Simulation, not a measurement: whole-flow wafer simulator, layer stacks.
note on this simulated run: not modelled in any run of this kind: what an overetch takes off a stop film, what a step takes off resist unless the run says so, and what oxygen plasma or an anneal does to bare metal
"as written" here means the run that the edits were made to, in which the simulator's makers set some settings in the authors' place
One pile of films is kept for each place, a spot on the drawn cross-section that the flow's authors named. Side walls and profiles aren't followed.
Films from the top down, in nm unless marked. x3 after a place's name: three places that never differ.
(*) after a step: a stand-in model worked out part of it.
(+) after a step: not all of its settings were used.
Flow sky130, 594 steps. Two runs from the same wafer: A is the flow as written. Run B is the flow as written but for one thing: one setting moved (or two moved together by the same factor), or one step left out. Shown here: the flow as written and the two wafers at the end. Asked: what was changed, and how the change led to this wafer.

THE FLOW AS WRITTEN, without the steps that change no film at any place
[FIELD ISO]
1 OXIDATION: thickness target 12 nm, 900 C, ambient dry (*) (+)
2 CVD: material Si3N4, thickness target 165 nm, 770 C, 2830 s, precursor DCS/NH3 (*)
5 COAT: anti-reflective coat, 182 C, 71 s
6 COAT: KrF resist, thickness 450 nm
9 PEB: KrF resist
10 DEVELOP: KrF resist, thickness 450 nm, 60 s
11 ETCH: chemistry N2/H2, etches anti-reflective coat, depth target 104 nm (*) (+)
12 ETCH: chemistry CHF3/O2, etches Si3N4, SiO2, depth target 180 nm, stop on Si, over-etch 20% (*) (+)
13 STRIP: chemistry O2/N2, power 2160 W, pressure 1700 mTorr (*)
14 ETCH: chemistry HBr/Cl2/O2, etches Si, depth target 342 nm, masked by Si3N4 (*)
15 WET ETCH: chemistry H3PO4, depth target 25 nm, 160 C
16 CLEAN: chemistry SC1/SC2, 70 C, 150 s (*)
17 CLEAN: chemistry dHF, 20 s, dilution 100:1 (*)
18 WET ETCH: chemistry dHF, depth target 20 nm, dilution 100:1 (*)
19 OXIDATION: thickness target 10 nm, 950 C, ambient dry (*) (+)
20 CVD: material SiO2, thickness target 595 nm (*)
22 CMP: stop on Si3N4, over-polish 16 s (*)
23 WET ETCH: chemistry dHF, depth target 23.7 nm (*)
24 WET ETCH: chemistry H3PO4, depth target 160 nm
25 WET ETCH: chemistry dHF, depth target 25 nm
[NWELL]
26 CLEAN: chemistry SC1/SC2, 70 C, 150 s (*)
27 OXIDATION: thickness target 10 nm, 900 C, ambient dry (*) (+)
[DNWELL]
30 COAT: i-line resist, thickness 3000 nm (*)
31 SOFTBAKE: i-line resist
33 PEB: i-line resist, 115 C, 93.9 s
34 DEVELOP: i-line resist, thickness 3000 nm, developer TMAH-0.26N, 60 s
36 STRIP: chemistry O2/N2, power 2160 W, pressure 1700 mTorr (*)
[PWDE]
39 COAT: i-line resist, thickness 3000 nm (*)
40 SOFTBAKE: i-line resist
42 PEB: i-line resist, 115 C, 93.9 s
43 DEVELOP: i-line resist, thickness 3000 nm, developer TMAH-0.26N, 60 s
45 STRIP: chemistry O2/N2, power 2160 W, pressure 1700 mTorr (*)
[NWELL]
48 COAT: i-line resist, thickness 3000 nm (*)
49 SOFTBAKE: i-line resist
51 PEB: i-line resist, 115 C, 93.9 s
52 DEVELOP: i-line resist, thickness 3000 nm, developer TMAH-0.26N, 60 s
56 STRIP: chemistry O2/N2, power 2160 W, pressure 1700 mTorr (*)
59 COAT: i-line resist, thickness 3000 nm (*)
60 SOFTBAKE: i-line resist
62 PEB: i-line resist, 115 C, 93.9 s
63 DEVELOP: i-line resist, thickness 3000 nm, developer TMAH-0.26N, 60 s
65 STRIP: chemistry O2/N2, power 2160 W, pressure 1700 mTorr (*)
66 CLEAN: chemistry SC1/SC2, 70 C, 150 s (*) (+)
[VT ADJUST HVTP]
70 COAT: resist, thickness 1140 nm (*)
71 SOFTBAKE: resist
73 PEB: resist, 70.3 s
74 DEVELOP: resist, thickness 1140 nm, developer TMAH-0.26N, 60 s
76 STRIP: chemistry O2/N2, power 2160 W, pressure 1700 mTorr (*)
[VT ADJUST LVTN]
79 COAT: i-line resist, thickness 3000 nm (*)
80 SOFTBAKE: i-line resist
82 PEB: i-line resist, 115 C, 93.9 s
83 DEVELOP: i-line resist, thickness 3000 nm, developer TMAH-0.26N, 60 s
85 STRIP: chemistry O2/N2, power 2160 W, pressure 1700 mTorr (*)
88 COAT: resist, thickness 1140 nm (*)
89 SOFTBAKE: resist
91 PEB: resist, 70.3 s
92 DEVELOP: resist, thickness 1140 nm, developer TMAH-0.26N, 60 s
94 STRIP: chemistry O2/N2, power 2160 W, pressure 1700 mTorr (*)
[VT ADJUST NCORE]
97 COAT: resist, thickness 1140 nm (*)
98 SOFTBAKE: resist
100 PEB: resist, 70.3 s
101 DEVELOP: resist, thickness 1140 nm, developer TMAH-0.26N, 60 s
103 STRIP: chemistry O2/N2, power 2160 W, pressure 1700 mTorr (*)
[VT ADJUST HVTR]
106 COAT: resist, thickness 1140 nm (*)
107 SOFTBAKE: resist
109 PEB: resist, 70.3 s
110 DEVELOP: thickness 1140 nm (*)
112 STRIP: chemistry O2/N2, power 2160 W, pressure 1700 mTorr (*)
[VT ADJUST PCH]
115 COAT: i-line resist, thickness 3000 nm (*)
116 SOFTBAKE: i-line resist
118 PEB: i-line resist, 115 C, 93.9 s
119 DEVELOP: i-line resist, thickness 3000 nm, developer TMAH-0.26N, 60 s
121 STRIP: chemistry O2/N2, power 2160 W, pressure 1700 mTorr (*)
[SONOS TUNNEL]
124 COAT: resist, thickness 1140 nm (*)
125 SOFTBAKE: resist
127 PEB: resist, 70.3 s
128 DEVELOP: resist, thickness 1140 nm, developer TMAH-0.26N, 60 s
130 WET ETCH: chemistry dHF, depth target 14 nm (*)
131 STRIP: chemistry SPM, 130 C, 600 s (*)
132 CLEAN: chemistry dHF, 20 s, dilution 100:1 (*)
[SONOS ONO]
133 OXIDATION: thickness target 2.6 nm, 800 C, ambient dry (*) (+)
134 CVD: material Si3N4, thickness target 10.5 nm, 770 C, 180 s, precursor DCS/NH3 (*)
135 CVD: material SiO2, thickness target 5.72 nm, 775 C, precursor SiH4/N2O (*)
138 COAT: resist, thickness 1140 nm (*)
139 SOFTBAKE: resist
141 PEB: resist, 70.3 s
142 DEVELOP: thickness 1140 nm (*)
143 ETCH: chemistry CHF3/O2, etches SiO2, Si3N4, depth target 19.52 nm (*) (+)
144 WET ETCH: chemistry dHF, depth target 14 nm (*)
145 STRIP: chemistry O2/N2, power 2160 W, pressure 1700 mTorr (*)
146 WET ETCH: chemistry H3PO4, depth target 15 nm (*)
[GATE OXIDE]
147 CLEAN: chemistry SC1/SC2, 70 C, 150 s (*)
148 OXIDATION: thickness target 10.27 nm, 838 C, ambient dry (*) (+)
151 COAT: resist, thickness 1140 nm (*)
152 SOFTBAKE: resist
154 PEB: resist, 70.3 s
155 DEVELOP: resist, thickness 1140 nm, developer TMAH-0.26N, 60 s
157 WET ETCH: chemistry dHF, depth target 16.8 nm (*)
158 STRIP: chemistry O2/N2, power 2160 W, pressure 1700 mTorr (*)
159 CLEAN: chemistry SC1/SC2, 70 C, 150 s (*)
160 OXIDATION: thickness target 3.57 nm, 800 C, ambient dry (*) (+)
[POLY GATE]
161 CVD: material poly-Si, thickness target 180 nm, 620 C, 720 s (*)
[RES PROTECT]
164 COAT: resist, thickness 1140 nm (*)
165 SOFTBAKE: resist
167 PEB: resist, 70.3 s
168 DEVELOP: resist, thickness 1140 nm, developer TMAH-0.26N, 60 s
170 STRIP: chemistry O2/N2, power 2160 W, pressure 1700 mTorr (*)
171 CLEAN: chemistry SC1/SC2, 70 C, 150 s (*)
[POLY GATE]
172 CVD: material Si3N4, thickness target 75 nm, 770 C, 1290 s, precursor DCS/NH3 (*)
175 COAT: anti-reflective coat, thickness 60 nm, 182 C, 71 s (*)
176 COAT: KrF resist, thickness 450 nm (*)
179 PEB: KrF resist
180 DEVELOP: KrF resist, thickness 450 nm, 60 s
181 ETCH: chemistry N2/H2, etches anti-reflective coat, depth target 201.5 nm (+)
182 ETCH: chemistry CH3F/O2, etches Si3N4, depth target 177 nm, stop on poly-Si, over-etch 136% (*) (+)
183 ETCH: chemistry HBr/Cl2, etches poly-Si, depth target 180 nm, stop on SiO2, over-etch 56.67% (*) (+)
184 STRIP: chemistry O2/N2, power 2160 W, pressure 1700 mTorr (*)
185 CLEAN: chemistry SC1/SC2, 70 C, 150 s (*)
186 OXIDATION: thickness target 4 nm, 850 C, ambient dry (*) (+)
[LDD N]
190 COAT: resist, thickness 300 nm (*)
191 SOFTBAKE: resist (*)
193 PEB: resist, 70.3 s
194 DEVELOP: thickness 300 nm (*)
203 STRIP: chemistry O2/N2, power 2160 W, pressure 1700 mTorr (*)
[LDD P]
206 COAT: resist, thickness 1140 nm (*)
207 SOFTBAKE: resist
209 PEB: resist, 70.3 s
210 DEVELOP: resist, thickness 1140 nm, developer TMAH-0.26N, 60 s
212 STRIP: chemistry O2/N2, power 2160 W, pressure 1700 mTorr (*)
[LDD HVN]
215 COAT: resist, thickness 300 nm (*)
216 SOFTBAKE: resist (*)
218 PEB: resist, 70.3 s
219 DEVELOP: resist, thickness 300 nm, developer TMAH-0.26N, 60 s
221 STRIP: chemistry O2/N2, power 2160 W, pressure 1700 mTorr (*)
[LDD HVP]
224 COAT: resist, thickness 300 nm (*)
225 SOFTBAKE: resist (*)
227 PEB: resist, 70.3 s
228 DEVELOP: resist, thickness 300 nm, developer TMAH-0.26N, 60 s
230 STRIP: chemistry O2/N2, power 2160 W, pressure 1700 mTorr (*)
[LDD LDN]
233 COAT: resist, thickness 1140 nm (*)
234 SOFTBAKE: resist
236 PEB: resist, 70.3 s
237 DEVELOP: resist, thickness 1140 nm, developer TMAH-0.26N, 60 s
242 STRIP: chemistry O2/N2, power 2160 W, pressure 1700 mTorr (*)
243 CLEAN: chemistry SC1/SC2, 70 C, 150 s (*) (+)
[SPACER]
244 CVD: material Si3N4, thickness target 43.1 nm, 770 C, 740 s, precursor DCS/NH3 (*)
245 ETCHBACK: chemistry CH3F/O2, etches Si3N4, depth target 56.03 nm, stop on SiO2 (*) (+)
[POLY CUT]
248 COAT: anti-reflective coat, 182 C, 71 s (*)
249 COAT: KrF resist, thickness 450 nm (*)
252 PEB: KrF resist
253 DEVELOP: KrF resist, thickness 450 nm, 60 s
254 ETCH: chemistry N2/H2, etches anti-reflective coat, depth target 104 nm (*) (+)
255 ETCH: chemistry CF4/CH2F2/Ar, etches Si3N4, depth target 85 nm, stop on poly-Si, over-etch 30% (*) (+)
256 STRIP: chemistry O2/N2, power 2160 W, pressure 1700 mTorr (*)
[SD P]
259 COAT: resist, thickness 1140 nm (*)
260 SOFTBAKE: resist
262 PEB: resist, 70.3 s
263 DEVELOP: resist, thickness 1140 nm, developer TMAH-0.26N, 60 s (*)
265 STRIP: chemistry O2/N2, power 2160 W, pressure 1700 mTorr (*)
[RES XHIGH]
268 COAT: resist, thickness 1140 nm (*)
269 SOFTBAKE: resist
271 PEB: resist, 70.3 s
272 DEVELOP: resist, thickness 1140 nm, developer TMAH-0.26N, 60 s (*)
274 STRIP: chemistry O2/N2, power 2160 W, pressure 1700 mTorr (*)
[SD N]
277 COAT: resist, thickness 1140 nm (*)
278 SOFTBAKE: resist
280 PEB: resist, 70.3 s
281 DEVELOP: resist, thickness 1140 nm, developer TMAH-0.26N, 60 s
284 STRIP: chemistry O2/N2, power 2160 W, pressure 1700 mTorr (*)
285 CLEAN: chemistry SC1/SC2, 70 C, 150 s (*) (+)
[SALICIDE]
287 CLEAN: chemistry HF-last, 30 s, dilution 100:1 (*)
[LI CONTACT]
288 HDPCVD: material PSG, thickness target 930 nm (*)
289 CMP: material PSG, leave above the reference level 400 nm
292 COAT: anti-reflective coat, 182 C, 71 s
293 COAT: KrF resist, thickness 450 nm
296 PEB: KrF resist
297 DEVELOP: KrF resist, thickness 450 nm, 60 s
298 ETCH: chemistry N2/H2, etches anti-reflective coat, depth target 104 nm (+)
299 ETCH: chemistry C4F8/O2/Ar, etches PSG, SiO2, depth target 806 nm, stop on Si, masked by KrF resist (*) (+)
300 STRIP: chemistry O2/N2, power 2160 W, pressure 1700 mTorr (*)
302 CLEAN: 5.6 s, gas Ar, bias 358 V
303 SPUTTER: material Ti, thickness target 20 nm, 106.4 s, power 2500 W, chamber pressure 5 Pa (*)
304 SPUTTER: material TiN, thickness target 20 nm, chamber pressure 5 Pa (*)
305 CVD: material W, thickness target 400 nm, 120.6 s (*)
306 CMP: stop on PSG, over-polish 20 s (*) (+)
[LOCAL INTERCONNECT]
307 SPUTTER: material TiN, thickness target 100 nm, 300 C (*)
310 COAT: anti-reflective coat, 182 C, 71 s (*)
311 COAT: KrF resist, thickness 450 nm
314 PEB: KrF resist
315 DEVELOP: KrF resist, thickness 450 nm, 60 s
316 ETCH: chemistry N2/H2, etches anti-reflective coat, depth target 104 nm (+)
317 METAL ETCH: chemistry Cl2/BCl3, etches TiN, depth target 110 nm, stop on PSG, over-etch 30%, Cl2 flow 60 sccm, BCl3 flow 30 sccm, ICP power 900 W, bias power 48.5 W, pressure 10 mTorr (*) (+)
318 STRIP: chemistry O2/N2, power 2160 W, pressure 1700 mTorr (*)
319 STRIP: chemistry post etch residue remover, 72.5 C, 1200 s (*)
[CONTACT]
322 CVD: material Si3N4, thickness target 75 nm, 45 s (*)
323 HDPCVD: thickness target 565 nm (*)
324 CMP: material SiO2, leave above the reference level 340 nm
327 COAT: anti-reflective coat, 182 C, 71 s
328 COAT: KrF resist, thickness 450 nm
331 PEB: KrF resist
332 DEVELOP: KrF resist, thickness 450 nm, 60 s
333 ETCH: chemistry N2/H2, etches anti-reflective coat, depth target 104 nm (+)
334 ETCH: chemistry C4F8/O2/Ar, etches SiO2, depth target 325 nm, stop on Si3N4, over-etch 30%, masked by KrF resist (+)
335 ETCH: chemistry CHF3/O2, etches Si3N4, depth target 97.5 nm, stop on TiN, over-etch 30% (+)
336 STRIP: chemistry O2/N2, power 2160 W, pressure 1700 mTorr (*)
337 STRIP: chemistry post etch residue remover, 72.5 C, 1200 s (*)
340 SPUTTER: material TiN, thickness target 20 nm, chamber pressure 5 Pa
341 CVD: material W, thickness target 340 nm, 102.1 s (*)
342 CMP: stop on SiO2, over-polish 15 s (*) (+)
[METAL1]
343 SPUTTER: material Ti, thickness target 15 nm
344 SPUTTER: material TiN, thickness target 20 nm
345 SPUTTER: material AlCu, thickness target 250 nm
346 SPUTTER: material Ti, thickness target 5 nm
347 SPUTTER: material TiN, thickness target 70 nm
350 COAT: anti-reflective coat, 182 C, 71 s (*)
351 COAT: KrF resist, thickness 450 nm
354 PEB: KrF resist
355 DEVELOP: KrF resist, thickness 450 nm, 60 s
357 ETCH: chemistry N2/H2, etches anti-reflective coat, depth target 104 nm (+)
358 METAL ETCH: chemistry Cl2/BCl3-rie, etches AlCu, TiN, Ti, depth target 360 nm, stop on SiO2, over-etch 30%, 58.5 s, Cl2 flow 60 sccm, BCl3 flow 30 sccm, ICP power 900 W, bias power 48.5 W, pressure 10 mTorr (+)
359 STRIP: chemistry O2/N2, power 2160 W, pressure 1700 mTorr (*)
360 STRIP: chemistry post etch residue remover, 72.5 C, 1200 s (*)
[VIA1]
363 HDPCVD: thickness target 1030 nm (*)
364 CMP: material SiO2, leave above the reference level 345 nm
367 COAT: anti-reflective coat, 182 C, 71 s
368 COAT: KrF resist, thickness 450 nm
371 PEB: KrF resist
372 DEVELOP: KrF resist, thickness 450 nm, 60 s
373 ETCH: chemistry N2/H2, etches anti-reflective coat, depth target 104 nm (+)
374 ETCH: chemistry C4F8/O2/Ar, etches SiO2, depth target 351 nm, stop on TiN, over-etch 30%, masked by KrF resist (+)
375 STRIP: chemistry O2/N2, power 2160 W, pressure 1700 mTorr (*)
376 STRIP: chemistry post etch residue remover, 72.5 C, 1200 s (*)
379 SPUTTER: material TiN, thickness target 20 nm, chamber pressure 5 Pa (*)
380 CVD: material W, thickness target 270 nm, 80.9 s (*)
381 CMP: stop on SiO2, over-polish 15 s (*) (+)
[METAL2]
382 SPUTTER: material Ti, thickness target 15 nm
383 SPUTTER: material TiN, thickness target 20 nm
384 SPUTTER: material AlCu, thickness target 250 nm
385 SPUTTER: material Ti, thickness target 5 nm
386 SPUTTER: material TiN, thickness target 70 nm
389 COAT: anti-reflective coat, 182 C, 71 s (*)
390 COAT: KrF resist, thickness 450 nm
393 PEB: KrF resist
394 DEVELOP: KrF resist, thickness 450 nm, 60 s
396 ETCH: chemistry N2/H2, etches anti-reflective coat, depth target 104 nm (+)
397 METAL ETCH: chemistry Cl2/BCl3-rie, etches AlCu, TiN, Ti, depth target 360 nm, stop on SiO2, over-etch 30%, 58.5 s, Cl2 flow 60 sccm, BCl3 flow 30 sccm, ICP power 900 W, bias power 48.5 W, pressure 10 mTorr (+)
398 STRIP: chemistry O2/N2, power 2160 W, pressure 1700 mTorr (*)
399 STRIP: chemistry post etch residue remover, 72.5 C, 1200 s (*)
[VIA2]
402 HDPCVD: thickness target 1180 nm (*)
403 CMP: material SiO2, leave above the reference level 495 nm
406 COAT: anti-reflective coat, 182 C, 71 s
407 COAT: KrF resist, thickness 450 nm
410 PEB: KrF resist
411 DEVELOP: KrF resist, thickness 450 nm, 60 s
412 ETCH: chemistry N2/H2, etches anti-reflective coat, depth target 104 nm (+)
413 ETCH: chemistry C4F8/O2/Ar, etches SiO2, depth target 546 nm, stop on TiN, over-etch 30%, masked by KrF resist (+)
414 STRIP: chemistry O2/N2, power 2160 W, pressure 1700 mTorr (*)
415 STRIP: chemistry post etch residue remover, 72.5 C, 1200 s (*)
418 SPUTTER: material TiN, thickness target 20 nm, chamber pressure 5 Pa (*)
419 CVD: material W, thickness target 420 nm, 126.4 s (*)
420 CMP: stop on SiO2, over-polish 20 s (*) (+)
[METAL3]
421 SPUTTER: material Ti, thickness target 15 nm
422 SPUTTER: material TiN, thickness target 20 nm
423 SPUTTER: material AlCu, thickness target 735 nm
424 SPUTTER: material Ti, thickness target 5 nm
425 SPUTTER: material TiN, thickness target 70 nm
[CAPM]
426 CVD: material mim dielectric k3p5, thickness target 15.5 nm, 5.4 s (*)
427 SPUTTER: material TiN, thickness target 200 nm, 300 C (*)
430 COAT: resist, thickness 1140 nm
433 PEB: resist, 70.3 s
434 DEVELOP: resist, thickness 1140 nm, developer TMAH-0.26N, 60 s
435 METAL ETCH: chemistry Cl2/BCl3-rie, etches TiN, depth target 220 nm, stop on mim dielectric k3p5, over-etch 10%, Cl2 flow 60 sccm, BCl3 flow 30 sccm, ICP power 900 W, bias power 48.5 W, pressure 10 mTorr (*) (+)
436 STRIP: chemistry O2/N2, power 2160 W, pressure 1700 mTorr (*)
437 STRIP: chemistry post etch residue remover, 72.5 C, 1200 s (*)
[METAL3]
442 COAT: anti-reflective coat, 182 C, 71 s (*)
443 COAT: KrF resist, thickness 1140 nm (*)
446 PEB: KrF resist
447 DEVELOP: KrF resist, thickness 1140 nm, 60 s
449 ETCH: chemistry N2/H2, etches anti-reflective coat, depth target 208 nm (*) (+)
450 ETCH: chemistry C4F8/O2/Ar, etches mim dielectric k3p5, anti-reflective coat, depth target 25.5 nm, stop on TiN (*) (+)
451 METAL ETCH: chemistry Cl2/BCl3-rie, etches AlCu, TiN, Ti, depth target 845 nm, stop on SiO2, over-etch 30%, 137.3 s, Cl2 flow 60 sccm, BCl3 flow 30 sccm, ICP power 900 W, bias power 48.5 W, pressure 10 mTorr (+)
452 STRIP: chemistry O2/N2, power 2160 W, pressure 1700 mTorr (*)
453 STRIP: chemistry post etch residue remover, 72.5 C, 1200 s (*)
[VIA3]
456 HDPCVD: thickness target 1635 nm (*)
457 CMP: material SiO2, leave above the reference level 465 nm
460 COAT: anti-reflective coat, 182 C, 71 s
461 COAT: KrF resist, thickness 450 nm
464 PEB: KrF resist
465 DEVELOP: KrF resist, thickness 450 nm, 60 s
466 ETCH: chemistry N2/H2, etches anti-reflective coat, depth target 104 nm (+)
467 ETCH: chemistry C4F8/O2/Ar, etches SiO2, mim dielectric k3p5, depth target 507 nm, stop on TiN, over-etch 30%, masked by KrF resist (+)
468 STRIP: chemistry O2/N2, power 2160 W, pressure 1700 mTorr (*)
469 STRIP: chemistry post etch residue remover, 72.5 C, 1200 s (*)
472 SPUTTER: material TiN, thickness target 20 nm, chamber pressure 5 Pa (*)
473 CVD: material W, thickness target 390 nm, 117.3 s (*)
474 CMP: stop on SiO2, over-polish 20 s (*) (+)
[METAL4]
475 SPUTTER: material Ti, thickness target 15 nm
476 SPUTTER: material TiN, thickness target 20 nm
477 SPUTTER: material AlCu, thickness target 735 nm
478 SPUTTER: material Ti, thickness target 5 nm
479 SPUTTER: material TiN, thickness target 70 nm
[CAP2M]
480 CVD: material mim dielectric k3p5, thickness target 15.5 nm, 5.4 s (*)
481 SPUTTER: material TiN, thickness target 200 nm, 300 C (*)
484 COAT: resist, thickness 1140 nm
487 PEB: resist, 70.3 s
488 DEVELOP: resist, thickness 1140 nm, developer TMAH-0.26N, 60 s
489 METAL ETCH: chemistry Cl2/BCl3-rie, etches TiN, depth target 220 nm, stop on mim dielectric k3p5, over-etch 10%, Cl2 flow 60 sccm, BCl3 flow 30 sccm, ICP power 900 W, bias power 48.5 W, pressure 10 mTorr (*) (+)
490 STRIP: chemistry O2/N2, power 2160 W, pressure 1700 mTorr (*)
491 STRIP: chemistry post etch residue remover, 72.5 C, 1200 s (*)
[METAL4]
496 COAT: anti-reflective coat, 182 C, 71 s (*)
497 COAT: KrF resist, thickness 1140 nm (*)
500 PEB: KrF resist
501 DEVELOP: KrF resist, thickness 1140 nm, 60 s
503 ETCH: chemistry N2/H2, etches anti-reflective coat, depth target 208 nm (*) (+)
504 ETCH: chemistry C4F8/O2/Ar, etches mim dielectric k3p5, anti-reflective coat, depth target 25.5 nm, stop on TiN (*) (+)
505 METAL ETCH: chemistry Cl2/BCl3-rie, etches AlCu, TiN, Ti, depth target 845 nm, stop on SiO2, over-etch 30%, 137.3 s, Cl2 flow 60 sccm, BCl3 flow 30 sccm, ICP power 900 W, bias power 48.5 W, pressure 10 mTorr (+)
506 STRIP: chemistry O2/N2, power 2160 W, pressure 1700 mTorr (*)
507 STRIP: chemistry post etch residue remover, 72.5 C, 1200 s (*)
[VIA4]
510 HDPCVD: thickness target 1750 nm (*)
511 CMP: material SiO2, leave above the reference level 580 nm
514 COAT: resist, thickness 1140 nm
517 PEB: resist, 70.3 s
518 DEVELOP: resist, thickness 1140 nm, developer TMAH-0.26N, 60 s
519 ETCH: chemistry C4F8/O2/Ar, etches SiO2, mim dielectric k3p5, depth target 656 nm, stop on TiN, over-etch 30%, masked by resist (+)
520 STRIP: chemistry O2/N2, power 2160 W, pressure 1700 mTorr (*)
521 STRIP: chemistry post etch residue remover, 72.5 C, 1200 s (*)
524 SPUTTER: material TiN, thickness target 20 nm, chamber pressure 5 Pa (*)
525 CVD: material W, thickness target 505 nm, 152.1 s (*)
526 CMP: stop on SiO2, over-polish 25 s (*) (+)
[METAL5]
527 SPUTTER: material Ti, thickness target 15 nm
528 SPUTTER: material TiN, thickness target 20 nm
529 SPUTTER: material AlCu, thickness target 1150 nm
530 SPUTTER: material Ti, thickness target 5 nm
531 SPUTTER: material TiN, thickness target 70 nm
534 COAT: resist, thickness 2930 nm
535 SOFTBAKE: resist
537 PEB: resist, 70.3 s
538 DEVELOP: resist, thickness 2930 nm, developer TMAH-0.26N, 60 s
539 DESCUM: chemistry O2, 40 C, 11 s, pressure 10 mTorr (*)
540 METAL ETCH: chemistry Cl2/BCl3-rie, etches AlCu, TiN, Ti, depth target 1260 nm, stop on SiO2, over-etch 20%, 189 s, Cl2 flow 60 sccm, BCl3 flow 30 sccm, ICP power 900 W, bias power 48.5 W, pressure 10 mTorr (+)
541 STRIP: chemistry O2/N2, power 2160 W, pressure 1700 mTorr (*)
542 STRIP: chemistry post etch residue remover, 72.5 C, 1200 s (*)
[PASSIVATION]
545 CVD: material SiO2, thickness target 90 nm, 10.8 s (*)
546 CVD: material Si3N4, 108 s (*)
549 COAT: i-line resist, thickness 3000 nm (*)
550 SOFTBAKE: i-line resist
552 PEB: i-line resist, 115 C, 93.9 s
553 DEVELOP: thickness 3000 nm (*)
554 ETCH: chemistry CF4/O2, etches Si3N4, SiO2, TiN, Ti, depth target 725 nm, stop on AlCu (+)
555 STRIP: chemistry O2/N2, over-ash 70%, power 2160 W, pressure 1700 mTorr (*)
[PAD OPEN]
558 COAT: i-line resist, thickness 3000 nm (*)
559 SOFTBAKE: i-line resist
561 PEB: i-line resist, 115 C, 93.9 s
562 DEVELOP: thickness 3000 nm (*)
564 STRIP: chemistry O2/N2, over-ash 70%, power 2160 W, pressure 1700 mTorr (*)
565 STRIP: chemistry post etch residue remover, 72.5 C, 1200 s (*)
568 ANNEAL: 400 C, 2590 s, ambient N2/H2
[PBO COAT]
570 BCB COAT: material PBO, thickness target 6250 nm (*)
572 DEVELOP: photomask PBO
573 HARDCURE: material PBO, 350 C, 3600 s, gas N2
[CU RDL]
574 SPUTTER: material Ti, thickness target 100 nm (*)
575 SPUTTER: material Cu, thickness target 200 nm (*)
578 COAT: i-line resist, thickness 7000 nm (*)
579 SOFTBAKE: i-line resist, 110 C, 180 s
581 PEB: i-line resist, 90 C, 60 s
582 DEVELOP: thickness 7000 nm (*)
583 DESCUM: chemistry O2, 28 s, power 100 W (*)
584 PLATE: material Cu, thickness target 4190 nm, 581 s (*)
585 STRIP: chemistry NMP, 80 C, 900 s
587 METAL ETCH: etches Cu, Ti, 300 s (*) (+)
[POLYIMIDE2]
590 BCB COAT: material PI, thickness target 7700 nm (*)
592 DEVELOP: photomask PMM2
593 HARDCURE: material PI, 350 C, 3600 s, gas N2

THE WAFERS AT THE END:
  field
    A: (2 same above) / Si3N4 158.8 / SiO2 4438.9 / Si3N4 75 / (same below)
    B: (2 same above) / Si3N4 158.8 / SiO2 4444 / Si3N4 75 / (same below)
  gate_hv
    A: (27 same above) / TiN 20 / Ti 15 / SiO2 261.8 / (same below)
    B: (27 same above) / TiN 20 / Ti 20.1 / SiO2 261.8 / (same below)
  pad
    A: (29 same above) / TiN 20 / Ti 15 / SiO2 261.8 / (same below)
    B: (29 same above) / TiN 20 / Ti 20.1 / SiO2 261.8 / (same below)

The cause: step 343, SPUTTER: thickness target 20.1 nm was run, where the flow has thickness target 15 nm.
It can be read off the wafer: gate_hv has Ti 20.1, and step 343 as written asks for 15 nm.

How the change led to this, step by step:
  343 SPUTTER: material Ti, thickness target 15 nm
      field, active, n_well and 188 more: A Ti +15 (new film) | B Ti +20.1 (new film)
  358 METAL ETCH: chemistry Cl2/BCl3-rie, etches AlCu, TiN, Ti, depth target 360 nm, stop on SiO2, over-etch 30%, 58.5 s, Cl2 flow 60 sccm, BCl3 flow 30 sccm, ICP power 900 W, bias power 48.5 W, pressure 10 mTorr (+)
      field, active, gate and 81 more: A TiN -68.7 (all of it), Ti -5 (all of it), AlCu -250 (all of it), TiN -20 (all of it), Ti -15 (all of it), SiO2 -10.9 | B TiN -68.7 (all of it), Ti -5 (all of it), AlCu -250 (all of it), TiN -20 (all of it), Ti -20.1 (all of it), SiO2 -10.4
